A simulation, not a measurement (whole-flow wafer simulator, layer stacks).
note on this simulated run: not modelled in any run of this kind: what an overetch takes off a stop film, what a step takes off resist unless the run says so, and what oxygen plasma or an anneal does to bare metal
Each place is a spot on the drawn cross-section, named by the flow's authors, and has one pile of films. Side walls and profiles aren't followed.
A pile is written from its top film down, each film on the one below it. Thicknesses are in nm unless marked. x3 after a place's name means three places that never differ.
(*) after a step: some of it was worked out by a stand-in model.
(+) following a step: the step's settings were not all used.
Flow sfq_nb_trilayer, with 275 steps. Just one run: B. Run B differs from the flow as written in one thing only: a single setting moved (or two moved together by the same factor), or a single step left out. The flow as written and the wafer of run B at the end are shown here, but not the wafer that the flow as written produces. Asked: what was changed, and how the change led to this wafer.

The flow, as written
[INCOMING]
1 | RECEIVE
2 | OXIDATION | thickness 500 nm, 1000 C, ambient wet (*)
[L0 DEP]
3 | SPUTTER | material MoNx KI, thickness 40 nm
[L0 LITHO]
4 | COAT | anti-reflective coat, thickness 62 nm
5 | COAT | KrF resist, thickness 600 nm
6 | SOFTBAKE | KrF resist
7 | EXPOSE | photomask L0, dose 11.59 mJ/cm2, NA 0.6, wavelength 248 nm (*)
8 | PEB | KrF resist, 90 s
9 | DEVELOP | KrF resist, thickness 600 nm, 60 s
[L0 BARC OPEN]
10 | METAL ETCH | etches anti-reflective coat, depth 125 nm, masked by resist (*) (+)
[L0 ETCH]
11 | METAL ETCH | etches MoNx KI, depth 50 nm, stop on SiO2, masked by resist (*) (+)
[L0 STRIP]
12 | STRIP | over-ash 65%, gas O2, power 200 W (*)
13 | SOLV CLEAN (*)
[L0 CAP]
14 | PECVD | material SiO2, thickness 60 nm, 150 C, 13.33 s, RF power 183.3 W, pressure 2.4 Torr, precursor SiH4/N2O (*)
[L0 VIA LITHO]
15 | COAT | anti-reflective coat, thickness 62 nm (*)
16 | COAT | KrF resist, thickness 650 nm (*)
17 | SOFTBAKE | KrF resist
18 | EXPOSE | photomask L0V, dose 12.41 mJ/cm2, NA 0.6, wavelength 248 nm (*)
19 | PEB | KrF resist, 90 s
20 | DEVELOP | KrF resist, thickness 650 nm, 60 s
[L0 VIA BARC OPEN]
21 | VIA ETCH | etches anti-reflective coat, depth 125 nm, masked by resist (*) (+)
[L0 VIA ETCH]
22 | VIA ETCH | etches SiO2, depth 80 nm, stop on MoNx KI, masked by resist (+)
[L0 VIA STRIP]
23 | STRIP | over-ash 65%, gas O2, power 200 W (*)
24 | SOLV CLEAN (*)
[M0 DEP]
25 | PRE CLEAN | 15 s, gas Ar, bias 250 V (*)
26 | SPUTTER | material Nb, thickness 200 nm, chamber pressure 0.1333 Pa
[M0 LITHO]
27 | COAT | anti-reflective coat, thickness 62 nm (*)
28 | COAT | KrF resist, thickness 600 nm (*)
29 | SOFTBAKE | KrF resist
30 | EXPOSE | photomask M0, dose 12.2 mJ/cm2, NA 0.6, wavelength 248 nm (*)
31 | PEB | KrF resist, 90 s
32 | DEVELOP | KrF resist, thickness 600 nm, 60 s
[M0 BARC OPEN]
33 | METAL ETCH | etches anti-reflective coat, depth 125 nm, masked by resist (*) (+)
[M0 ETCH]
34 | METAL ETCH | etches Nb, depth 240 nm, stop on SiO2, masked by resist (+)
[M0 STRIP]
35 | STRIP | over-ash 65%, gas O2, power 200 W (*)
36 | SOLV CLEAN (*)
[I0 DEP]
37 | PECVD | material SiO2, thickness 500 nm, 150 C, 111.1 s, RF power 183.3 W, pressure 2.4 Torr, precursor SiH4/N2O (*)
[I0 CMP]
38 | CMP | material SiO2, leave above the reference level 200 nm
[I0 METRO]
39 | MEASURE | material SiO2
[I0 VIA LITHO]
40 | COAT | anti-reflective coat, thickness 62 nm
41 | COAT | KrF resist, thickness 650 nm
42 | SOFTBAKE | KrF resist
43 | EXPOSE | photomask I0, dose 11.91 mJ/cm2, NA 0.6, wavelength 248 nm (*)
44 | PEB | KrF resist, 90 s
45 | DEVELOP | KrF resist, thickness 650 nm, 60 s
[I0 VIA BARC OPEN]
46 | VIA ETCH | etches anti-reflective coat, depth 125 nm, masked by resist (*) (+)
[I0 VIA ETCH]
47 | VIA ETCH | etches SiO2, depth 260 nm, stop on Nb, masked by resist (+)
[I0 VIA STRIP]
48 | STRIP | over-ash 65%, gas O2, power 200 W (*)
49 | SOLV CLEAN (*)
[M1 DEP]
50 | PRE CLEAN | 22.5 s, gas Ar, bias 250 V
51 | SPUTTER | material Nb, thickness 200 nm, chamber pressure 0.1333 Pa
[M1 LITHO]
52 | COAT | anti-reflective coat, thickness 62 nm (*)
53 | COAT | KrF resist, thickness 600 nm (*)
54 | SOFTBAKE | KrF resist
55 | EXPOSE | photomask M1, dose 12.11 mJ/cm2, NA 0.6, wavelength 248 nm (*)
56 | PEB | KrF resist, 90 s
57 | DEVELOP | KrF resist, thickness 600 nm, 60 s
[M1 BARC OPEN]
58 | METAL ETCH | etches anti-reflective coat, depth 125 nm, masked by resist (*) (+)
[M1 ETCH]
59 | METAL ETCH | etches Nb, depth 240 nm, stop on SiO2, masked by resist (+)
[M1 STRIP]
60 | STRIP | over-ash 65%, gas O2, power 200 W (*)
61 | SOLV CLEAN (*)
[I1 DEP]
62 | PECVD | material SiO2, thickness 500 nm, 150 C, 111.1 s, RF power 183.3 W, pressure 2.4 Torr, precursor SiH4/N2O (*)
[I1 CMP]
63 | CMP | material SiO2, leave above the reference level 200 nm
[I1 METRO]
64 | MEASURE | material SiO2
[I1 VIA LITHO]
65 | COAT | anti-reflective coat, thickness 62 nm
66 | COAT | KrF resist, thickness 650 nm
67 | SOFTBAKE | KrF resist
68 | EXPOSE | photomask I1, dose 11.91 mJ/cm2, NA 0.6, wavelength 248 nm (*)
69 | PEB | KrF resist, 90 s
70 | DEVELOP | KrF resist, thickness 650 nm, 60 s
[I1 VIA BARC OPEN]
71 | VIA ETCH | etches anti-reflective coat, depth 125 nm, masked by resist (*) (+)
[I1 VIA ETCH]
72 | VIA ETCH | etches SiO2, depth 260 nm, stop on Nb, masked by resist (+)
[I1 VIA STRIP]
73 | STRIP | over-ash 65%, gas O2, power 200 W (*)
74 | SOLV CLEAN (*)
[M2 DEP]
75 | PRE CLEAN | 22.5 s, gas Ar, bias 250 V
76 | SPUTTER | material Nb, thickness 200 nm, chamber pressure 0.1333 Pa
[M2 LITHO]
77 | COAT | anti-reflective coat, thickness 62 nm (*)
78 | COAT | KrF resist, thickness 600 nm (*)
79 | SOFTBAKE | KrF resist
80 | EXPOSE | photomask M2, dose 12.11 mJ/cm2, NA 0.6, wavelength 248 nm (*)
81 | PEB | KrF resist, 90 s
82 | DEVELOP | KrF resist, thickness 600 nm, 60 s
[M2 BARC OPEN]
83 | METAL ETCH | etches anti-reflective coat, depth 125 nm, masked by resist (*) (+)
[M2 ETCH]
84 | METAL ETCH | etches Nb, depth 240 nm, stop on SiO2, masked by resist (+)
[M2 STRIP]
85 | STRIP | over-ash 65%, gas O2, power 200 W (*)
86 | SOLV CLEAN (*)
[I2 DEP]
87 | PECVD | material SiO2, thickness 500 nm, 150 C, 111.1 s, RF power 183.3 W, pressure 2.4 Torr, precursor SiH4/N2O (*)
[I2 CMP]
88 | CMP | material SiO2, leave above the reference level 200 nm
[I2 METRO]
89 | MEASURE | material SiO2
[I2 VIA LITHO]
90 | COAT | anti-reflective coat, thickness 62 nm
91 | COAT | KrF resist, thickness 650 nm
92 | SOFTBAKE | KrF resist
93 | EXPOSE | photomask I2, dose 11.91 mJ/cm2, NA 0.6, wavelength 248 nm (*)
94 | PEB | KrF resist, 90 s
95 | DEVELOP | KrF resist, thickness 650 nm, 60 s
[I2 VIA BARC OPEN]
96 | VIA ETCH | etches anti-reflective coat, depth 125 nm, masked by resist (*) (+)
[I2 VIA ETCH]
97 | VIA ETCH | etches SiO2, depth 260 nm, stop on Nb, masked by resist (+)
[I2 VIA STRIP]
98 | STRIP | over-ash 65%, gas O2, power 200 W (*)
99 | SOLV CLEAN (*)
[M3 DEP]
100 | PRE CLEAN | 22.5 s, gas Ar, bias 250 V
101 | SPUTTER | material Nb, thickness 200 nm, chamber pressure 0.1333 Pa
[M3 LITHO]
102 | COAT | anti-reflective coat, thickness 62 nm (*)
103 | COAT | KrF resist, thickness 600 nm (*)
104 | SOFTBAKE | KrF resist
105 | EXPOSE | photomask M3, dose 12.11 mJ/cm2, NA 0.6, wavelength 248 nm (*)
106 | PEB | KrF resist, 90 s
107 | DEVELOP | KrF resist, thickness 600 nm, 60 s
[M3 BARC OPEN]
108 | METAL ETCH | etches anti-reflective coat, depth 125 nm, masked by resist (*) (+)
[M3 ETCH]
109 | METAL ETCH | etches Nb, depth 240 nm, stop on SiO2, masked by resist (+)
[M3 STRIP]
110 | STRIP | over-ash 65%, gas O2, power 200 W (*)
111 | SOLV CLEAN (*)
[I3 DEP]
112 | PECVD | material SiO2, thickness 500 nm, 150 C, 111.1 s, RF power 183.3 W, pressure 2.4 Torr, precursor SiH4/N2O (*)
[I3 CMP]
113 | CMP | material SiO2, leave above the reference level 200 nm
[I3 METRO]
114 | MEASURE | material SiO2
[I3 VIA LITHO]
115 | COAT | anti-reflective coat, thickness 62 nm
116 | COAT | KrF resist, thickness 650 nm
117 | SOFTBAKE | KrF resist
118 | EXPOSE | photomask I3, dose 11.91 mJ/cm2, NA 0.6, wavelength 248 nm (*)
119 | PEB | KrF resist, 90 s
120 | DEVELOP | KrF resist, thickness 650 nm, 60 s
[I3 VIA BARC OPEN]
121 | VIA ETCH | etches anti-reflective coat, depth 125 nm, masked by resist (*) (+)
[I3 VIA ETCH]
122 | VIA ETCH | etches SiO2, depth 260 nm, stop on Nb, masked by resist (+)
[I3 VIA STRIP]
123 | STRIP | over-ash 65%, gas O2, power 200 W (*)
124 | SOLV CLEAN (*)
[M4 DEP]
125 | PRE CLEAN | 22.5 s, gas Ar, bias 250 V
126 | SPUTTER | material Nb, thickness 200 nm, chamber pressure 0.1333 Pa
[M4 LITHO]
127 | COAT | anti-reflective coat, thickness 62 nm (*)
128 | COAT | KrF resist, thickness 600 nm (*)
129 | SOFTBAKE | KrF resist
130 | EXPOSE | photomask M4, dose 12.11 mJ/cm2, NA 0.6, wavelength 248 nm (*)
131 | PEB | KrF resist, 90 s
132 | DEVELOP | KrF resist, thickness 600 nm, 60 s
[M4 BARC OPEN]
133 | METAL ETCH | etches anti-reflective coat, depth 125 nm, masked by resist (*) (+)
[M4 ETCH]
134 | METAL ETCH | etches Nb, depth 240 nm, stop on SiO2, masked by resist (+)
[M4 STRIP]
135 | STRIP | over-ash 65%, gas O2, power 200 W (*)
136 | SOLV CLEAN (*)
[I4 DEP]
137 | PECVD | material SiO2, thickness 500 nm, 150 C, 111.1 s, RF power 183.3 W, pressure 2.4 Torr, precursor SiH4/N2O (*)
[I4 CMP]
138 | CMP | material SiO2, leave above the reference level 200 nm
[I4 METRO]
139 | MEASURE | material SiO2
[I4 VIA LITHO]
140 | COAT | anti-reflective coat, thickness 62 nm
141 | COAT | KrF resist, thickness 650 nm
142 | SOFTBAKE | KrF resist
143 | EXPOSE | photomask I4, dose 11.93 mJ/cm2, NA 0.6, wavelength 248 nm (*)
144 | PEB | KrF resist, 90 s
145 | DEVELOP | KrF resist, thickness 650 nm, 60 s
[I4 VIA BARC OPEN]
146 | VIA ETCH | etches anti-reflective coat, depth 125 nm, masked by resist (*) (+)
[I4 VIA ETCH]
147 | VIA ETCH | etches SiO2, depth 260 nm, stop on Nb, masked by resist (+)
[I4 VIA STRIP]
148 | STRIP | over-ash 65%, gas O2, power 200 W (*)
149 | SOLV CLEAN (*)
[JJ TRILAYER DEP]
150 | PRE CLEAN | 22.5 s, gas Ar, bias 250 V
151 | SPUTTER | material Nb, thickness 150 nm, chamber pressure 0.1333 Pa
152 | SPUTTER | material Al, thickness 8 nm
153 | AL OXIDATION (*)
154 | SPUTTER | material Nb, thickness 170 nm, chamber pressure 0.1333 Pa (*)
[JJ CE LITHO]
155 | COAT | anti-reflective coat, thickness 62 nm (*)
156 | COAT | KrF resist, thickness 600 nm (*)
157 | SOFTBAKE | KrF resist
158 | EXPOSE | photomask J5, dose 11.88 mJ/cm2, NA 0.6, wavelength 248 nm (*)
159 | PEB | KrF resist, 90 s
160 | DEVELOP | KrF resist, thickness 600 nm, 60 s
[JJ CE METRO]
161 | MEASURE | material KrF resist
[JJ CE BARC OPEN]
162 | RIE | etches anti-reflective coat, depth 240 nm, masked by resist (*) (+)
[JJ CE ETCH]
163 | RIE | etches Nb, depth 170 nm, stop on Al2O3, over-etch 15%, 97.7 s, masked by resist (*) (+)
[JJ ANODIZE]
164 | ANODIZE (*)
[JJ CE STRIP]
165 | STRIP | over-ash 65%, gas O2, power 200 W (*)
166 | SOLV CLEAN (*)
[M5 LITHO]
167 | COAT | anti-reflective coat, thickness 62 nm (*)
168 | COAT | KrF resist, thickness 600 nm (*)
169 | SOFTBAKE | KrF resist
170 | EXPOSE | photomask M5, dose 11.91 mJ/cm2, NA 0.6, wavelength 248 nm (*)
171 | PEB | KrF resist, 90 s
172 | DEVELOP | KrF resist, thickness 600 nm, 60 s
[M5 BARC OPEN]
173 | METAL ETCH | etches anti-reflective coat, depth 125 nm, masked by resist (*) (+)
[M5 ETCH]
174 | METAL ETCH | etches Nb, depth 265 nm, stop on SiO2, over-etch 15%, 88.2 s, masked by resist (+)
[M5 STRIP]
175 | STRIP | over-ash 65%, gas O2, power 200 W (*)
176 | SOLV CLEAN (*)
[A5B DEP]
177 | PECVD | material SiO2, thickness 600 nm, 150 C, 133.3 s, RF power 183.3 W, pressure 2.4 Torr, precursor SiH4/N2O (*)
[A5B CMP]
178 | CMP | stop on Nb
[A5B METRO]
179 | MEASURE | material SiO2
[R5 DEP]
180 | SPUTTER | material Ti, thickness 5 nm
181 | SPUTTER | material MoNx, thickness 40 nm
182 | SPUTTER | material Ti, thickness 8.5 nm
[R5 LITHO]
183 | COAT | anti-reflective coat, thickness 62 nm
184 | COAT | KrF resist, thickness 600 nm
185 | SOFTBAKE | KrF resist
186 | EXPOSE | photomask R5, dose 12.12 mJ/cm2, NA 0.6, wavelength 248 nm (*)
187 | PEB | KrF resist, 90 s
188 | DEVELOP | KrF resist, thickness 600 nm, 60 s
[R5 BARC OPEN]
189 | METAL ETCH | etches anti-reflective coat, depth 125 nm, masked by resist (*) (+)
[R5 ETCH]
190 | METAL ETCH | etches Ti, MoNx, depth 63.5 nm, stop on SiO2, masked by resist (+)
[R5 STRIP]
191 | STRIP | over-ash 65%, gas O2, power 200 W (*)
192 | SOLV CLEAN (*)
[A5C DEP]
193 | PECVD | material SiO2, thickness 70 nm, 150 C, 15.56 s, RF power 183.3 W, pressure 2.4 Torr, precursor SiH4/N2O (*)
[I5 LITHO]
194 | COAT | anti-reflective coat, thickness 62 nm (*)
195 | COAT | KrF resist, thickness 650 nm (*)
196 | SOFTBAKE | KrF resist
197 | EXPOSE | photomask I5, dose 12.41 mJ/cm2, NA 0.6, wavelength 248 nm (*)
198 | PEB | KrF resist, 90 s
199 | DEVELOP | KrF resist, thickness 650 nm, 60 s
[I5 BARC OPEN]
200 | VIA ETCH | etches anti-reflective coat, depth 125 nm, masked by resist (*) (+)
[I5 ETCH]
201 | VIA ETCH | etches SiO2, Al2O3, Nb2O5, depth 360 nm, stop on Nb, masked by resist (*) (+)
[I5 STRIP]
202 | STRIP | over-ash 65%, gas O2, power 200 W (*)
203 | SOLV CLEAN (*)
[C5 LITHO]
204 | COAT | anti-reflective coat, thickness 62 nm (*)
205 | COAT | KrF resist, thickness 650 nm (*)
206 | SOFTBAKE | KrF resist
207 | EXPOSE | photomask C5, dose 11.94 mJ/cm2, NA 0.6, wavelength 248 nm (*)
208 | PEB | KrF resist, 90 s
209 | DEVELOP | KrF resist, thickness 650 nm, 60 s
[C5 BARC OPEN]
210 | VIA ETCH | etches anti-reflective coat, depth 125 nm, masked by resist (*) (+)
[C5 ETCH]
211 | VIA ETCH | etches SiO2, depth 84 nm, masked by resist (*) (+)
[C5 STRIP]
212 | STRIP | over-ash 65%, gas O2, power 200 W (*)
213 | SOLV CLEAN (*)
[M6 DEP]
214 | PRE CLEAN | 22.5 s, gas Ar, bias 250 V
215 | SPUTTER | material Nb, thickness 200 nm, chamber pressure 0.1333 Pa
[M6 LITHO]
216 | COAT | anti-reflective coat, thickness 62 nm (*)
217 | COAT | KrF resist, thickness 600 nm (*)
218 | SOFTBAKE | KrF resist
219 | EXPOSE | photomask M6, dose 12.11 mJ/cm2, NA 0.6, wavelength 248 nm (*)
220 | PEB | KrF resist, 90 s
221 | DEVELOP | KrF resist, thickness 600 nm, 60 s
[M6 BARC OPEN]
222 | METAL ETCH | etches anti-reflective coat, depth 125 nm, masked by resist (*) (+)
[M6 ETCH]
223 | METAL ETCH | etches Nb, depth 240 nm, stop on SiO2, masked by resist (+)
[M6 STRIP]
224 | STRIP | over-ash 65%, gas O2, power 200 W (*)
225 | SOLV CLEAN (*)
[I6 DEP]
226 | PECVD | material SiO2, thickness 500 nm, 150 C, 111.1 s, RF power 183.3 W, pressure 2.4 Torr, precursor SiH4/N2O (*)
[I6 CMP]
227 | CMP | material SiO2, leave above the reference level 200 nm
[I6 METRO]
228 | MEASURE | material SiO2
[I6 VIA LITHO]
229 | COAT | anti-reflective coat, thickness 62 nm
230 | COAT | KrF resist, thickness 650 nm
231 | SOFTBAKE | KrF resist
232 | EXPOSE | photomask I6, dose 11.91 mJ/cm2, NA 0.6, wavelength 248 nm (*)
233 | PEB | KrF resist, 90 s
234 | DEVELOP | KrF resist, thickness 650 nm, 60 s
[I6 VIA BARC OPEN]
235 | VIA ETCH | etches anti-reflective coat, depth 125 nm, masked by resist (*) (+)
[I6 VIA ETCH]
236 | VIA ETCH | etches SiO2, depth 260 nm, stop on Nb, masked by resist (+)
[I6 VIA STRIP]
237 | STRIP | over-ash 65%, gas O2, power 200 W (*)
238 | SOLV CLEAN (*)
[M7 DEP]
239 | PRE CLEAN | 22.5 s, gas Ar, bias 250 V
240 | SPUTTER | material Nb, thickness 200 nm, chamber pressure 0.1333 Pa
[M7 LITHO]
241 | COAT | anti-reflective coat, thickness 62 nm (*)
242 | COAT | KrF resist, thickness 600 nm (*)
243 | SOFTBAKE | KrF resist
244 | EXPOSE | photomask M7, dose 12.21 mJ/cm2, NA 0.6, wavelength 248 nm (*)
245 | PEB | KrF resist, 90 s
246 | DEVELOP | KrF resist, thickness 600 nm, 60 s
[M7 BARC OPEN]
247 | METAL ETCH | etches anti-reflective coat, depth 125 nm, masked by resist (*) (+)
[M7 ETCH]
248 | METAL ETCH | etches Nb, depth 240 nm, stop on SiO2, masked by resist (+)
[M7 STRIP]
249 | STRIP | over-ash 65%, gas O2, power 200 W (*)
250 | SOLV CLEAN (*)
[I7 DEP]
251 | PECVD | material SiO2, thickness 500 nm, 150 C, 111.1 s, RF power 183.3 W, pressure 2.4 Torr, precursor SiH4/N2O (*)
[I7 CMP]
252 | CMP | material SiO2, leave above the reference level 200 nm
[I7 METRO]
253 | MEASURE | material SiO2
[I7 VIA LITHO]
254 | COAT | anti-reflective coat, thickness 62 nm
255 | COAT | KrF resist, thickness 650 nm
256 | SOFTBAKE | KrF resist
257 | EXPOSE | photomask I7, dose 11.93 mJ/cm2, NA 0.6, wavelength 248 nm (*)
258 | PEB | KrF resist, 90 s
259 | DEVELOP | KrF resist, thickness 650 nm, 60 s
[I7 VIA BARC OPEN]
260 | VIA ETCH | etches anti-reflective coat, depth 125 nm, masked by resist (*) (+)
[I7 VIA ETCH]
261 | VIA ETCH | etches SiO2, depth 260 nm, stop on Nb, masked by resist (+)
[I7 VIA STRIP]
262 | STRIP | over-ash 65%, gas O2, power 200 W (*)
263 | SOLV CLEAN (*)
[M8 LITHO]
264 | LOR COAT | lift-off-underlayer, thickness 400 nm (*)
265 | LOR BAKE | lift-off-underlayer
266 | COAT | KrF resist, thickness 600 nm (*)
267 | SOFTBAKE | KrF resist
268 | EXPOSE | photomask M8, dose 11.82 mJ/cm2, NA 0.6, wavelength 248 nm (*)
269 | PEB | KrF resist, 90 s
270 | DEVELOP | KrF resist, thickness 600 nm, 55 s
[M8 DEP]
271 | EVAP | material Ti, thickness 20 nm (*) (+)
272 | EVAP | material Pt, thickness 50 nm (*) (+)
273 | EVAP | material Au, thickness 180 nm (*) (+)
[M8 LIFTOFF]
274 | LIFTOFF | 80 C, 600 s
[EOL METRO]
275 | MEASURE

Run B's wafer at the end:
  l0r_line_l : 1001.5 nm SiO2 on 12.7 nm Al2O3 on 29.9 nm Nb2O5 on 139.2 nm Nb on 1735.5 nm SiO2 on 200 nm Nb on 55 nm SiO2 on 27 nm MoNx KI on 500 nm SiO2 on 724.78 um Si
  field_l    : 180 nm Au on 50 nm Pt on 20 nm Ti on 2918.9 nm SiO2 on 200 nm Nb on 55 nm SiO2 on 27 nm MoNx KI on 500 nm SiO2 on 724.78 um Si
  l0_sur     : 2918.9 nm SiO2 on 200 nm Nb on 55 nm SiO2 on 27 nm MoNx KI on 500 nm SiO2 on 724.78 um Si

What caused this: step 3, SPUTTER: thickness 27 nm was run, though the flow has thickness 40 nm.
The wafer itself shows it: l0r_line_l has MoNx KI 27, and step 3 as written asks for 40 nm.

The path from the change to this, step by step:
  3 | SPUTTER | material MoNx KI, thickness 40 nm
      field_l, v_sur, via_wl and 103 more: MoNx KI gains 27 (new film) (in the flow as written it would be: MoNx KI gains 40 (new film))
  11 | METAL ETCH | etches MoNx KI, depth 50 nm, stop on SiO2, masked by resist (*) (+)
      v_sur, via_wl, via_w and 97 more: MoNx KI loses 27 (all of it) (in the flow as written it would be: MoNx KI loses 40 (all of it))
      field_l, l0_sur, l0v, l0r_line_l, l0r_line_c, l0r_line_r: KrF resist loses 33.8 (in the flow as written it would be: KrF resist loses 41.7)
  15 | COAT | anti-reflective coat, thickness 62 nm (*)
      field_l: anti-reflective coat gains 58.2 (new film) (in the flow as written it would be: anti-reflective coat gains 56.7 (new film))
      v_sur: anti-reflective coat gains 69 (new film) (in the flow as written it would be: anti-reflective coat gains 72.2 (new film))
      (as well as at 3 more places)
  23 | STRIP | over-ash 65%, gas O2, power 200 W (*)
      field_l: KrF resist loses 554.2 (all of it), anti-reflective coat loses 58.2 (all of it) (in the flow as written it would be: KrF resist loses 551.4 (all of it), anti-reflective coat loses 56.7 (all of it))
      v_sur: KrF resist loses 566.8 (all of it), anti-reflective coat loses 69 (all of it) (in the flow as written it would be: KrF resist loses 570.5 (all of it), anti-reflective coat loses 72.2 (all of it))
      (as well as at 3 more places)
  27 | COAT | anti-reflective coat, thickness 62 nm (*)
      field_l: anti-reflective coat gains 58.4 (new film) (in the flow as written it would be: anti-reflective coat gains 56.9 (new film))
      v_sur: anti-reflective coat gains 68.9 (new film) (in the flow as written it would be: anti-reflective coat gains 72.3 (new film))
      (as well as at 3 more places)
  35 | STRIP | over-ash 65%, gas O2, power 200 W (*)
      field_l: KrF resist loses 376 (all of it), anti-reflective coat loses 58.4 (all of it) (in the flow as written it would be: KrF resist loses 372.9 (all of it), anti-reflective coat loses 56.9 (all of it))
      v_sur: KrF resist loses 388.5 (all of it), anti-reflective coat loses 68.9 (all of it) (in the flow as written it would be: KrF resist loses 391.6 (all of it), anti-reflective coat loses 72.3 (all of it))
      (as well as at 3 more places)
  38 | CMP | material SiO2, leave above the reference level 200 nm
      field_l, l0_sur, l0r_line_l, l0r_line_c, l0r_line_r: SiO2 loses 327 (in the flow as written it would be: SiO2 loses 340)
      l0v: SiO2 loses 264.8 (in the flow as written it would be: SiO2 loses 277.8)
